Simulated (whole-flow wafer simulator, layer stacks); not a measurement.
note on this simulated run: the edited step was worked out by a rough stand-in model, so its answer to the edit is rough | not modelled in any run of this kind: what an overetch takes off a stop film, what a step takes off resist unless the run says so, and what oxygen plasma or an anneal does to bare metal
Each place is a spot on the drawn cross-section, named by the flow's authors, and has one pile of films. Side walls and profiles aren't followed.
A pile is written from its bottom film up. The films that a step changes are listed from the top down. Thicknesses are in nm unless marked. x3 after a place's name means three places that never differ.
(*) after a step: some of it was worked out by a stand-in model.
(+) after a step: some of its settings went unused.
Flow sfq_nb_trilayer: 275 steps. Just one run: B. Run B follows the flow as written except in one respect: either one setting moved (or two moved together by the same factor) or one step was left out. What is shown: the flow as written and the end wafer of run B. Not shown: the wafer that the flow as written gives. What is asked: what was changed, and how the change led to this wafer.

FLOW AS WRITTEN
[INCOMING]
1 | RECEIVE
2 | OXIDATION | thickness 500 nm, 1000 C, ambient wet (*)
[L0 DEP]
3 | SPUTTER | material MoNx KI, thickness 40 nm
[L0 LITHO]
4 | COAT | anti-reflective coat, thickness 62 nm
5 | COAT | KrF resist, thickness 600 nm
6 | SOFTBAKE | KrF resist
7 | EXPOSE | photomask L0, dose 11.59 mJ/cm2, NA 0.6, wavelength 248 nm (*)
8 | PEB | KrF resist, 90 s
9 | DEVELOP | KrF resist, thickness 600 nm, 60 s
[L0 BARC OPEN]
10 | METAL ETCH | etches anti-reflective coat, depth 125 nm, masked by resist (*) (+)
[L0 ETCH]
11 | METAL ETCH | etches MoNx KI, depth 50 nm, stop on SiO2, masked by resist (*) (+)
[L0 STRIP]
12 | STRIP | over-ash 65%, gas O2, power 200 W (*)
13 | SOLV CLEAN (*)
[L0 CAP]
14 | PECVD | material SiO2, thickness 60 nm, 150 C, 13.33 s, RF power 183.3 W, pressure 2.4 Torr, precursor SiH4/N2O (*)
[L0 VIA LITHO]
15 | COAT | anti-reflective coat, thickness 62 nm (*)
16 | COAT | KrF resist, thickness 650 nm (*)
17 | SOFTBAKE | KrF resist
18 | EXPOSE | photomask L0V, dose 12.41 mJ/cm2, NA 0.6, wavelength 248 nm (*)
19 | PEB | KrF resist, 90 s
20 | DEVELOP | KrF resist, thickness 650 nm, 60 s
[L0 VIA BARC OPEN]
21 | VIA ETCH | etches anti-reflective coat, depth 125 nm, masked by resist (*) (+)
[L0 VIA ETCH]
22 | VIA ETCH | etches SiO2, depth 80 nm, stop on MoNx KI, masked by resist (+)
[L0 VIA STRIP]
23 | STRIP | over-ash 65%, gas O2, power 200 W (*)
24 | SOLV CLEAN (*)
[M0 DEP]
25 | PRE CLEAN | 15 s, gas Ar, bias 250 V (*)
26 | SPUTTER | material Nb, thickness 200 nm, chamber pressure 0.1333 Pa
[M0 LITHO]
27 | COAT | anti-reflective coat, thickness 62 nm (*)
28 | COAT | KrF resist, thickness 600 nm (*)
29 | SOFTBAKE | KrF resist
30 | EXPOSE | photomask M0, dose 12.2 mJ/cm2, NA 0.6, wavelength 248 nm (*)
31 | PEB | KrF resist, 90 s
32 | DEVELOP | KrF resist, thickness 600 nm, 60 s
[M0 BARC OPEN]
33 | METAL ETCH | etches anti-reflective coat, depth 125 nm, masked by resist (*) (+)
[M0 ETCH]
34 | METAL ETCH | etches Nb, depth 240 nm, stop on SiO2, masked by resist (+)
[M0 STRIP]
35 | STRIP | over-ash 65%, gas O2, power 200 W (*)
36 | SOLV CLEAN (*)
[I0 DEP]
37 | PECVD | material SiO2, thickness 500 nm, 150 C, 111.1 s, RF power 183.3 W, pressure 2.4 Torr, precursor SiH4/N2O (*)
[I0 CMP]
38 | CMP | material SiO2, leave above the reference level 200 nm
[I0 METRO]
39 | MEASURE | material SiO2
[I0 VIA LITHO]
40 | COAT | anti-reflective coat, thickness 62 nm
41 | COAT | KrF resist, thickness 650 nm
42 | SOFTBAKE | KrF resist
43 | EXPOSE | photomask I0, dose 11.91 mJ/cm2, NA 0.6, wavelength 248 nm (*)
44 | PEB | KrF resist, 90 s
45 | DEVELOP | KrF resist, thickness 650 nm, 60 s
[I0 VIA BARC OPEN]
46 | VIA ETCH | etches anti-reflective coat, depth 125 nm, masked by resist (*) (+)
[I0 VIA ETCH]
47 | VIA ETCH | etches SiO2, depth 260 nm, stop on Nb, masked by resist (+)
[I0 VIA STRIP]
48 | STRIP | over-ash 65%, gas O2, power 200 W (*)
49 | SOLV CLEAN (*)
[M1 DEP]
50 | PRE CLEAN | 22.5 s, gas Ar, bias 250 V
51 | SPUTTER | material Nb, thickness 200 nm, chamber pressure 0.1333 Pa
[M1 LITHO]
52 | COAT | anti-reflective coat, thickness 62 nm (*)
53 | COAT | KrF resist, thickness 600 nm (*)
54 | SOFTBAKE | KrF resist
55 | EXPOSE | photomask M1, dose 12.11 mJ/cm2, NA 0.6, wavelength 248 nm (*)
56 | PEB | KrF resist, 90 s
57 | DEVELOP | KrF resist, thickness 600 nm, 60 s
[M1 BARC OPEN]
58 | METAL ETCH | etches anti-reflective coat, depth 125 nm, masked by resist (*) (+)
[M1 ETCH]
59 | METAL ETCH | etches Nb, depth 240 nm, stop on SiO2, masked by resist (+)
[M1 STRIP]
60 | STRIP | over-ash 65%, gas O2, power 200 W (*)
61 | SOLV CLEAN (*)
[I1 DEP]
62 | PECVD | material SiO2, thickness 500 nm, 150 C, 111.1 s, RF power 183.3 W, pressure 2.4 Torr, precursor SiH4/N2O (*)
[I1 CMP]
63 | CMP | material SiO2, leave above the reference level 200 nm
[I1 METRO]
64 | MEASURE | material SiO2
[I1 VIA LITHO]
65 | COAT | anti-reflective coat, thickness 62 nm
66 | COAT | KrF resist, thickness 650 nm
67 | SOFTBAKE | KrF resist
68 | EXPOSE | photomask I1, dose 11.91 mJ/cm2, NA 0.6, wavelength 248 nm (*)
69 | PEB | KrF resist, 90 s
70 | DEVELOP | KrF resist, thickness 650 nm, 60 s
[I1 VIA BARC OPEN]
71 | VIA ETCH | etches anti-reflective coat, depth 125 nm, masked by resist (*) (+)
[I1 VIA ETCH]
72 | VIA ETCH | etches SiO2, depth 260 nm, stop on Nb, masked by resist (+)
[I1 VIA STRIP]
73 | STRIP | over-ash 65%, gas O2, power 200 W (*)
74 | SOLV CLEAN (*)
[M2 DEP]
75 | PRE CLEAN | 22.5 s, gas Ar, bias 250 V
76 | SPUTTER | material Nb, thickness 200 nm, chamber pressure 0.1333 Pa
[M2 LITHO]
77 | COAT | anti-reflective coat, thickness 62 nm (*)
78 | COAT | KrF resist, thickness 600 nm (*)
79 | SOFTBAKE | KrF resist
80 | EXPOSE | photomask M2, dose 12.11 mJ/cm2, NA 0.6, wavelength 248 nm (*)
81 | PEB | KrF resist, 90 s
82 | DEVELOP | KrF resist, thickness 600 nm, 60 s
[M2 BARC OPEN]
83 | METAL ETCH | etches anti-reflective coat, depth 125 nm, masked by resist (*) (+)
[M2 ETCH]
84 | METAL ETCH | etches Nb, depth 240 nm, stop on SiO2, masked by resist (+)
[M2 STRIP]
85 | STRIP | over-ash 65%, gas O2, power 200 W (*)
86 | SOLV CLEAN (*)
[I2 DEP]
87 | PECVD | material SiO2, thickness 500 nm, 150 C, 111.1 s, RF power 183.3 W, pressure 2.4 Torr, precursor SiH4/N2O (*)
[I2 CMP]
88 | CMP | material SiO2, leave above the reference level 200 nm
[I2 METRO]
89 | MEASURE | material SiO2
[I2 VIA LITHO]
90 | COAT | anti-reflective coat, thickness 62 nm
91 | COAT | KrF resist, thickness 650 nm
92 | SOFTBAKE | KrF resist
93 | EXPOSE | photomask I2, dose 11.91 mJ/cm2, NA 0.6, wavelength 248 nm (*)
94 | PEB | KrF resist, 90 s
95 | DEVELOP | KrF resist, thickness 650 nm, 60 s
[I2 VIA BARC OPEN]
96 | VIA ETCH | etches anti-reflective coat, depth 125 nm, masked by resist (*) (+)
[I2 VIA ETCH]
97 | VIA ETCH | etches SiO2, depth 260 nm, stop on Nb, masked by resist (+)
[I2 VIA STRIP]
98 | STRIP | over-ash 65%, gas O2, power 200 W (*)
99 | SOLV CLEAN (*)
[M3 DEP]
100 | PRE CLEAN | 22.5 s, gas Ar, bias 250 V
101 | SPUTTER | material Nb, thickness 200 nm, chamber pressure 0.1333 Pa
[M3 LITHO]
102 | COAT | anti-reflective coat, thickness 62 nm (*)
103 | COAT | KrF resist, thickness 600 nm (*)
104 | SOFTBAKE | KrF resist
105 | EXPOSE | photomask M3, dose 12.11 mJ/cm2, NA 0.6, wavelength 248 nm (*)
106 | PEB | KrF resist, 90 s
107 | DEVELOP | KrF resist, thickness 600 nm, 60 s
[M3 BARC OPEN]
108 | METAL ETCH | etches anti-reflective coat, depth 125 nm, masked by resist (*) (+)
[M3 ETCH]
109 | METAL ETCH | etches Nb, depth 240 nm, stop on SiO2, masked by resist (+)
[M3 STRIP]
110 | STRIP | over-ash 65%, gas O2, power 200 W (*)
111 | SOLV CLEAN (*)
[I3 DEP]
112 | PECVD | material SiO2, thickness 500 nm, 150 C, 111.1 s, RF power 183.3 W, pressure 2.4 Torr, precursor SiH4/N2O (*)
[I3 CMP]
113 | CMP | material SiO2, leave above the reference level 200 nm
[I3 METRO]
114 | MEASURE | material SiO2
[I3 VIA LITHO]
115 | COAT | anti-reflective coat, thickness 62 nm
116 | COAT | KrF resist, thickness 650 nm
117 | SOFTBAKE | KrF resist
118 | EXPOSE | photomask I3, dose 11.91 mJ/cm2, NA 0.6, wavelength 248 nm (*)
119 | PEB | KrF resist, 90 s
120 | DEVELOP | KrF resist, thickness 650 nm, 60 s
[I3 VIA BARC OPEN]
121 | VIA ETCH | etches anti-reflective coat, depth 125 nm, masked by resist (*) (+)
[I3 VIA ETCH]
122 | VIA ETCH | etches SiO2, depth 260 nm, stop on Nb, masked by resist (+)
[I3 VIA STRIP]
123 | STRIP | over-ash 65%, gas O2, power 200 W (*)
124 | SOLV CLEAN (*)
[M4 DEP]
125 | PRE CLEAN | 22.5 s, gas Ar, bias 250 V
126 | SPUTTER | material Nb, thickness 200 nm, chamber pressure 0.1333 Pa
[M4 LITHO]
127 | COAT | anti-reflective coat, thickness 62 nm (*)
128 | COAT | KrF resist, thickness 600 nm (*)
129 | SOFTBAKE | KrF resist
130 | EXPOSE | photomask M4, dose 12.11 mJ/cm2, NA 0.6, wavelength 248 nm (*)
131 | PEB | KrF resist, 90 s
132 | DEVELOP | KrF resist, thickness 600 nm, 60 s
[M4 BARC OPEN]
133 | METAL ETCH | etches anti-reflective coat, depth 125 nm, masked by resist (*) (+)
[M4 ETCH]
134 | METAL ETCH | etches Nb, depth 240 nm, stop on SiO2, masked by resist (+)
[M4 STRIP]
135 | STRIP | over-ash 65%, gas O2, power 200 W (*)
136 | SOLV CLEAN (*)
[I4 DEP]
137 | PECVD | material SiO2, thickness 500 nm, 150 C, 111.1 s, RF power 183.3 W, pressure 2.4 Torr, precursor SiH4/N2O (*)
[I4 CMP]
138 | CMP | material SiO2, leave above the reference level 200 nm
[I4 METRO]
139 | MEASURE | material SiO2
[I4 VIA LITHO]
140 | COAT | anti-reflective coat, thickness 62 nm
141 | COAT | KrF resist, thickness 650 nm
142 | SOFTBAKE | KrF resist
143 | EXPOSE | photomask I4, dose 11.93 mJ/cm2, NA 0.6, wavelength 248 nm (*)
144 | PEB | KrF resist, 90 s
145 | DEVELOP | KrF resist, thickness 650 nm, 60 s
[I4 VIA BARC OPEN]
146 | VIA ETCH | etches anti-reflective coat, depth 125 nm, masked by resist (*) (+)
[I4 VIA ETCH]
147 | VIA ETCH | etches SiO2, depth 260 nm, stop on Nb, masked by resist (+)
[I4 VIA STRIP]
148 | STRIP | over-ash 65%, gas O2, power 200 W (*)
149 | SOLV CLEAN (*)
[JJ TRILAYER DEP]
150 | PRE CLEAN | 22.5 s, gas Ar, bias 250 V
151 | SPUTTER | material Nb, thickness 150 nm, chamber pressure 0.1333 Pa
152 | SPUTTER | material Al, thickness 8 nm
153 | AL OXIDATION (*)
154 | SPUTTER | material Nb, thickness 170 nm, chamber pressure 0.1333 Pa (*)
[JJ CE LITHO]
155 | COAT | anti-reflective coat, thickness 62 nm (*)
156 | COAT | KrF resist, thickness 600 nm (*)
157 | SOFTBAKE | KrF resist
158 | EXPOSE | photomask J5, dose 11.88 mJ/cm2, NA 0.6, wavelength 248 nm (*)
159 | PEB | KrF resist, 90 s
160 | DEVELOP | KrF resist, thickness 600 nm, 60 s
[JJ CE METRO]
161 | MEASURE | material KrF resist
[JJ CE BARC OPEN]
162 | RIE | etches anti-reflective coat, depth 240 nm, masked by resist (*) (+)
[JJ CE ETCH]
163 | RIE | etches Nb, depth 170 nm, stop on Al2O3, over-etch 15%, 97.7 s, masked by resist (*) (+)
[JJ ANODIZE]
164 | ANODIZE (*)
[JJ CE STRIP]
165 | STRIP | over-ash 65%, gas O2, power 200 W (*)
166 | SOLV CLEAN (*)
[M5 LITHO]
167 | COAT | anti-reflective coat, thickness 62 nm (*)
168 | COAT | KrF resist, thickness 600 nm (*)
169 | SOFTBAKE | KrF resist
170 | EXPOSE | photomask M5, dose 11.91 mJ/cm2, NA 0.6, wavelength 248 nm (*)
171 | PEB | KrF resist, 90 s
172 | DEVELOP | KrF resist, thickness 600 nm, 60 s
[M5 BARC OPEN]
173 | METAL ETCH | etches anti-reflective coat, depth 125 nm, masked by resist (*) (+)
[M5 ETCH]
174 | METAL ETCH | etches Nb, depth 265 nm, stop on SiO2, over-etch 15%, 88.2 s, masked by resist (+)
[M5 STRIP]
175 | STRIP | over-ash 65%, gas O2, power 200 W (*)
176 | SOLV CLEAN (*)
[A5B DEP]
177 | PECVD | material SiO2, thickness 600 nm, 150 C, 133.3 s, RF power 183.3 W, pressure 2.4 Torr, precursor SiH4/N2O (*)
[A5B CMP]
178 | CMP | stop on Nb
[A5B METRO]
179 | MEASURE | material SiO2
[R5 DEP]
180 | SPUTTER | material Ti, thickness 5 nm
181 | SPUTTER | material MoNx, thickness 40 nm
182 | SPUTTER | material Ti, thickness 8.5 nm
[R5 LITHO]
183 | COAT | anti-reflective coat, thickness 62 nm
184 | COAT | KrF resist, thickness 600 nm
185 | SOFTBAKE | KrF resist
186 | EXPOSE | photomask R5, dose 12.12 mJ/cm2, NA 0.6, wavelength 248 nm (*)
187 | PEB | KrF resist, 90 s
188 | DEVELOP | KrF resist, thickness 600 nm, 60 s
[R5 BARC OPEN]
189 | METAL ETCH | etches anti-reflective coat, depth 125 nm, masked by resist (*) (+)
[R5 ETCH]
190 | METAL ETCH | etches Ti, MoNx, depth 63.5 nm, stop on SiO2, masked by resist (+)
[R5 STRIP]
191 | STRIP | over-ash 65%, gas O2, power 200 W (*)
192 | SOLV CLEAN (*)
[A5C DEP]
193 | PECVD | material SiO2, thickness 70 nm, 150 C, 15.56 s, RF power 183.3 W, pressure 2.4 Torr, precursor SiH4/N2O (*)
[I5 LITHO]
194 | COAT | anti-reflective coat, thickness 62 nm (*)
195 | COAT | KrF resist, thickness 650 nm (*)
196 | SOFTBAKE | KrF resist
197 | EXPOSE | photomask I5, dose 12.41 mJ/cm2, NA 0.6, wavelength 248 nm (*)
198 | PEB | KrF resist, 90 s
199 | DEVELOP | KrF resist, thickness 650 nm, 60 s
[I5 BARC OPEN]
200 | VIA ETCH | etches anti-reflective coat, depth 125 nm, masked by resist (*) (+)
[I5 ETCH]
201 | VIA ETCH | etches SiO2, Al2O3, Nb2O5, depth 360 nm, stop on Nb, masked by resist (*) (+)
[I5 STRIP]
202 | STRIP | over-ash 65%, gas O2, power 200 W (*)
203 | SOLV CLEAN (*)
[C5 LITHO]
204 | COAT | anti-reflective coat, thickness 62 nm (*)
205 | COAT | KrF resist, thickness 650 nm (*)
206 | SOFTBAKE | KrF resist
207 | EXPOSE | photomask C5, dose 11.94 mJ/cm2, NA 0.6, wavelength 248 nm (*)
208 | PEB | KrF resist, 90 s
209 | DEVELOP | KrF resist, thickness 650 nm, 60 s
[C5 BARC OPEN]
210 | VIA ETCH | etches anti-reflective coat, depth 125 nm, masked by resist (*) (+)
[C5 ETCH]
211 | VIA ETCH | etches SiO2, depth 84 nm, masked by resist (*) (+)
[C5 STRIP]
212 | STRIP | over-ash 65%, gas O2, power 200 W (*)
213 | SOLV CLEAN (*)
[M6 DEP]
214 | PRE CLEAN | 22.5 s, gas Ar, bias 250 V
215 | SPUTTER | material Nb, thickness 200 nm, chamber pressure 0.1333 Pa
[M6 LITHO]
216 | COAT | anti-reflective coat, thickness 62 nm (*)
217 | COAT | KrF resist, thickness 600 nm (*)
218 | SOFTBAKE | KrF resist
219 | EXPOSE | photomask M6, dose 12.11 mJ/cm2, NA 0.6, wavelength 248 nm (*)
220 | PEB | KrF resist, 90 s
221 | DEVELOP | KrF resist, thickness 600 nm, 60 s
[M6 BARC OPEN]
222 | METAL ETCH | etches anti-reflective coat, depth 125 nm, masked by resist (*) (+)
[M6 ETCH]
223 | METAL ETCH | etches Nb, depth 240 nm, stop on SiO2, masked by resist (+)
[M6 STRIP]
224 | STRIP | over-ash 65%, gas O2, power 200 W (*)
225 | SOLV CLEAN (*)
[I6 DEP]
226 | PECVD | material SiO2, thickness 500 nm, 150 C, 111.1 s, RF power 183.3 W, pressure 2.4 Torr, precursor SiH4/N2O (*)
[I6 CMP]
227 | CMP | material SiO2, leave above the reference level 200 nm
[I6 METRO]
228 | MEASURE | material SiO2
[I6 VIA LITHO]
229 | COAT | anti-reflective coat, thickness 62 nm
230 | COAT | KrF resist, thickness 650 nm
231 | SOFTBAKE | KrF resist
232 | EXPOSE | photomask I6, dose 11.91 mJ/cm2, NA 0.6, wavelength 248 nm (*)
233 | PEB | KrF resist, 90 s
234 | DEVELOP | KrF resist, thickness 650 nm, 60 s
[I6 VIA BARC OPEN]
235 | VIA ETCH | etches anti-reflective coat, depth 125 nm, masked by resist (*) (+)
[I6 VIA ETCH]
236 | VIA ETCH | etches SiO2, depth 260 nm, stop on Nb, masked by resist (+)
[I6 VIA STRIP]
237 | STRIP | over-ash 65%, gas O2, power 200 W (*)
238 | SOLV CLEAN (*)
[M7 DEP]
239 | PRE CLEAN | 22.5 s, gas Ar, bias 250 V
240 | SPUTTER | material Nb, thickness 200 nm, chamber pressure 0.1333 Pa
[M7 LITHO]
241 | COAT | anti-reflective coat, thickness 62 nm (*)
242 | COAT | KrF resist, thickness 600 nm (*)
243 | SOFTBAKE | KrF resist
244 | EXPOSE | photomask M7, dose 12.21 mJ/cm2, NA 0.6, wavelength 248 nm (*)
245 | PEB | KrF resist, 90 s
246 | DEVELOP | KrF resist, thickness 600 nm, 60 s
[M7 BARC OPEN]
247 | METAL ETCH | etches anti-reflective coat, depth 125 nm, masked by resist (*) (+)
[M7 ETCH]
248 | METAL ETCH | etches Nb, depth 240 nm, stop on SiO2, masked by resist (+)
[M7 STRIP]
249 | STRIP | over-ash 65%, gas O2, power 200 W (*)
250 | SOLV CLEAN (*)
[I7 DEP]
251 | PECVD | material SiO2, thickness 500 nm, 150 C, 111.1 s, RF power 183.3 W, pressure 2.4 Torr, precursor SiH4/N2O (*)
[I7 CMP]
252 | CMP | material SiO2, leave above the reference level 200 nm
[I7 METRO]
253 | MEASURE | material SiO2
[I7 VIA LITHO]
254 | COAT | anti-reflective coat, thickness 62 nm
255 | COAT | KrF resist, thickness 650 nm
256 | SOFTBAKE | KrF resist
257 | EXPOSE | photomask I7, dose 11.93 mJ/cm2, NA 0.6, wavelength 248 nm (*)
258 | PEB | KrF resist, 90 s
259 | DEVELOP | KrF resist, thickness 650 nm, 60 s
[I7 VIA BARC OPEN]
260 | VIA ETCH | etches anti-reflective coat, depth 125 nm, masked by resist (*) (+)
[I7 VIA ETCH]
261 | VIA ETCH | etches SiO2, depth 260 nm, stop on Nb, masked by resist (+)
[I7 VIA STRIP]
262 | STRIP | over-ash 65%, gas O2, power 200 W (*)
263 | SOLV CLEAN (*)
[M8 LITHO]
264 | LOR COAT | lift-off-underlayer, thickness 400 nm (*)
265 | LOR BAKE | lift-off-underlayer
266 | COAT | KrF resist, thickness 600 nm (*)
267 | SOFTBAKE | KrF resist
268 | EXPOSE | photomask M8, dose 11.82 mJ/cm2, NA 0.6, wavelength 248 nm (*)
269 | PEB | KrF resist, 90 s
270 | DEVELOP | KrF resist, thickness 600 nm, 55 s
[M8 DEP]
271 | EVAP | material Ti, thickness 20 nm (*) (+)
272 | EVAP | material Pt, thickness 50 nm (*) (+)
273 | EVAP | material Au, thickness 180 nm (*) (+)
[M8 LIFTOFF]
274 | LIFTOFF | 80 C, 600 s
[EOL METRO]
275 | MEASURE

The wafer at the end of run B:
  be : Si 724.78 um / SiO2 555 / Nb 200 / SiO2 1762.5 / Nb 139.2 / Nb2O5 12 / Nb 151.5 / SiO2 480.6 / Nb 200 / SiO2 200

The reason: step 201, VIA ETCH: depth 243 nm was run, whereas the flow has depth 360 nm.

The path from the change to this, step by step:
  201 | VIA ETCH | etches SiO2, Al2O3, Nb2O5, depth 360 nm, stop on Nb, masked by resist (*) (+)
      be: SiO2 loses 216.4 (all of it), Al2O3 loses 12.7 (all of it), Nb2O5 loses 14 (as written it would have been: SiO2 loses 216.4 (all of it), Al2O3 loses 12.7 (all of it), Nb2O5 loses 29.9 (all of it))
      field_l, v_sur, via_wl and 102 more: KrF resist loses 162 (as written it would have been: KrF resist loses 240)
  202 | STRIP | over-ash 65%, gas O2, power 200 W (*)
      p4_fl, p4_fm, p4_w1 and 44 more: KrF resist loses 411.1 (all of it), anti-reflective coat loses 62 (all of it) (as written it would have been: KrF resist loses 333.1 (all of it), anti-reflective coat loses 62 (all of it))
      wl_b_sl, wl_b_m5, wl_b_sr and 13 more: KrF resist loses 411 (all of it), anti-reflective coat loses 62 (all of it) (as written it would have been: KrF resist loses 333 (all of it), anti-reflective coat loses 62 (all of it))
      (as well as at 42 more places)
  214 | PRE CLEAN | 22.5 s, gas Ar, bias 250 V
      be: Nb2O5 loses 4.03 (as written it would have been: Nb loses 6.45)
  215 | SPUTTER | material Nb, thickness 200 nm, chamber pressure 0.1333 Pa
      be: Nb gains 151.5 (new film) (as written it would have been: Nb gains 147.3)
  216 | COAT | anti-reflective coat, thickness 62 nm (*)
      be: anti-reflective coat gains 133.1 (new film) (as written it would have been: anti-reflective coat gains 136.7 (new film))
  217 | COAT | KrF resist, thickness 600 nm (*)
      be: KrF resist gains 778 (new film) (as written it would have been: KrF resist gains 793.9 (new film))
  224 | STRIP | over-ash 65%, gas O2, power 200 W (*)
      be: KrF resist loses 560 (all of it), anti-reflective coat loses 133.1 (all of it) (as written it would have been: KrF resist loses 575.8 (all of it), anti-reflective coat loses 136.7 (all of it))
  226 | PECVD | material SiO2, thickness 500 nm, 150 C, 111.1 s, RF power 183.3 W, pressure 2.4 Torr, precursor SiH4/N2O (*)
      be: SiO2 gains 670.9 (new film) (as written it would have been: SiO2 gains 693.5 (new film))
If metal films that touch count as one body, be has 4 bodies (between them, from the top down: SiO2 480.6; Nb2O5 12; SiO2 1762.5); the flow as written gives 3 bodies (between them, from the top down: SiO2 503.2; SiO2 1762.5).
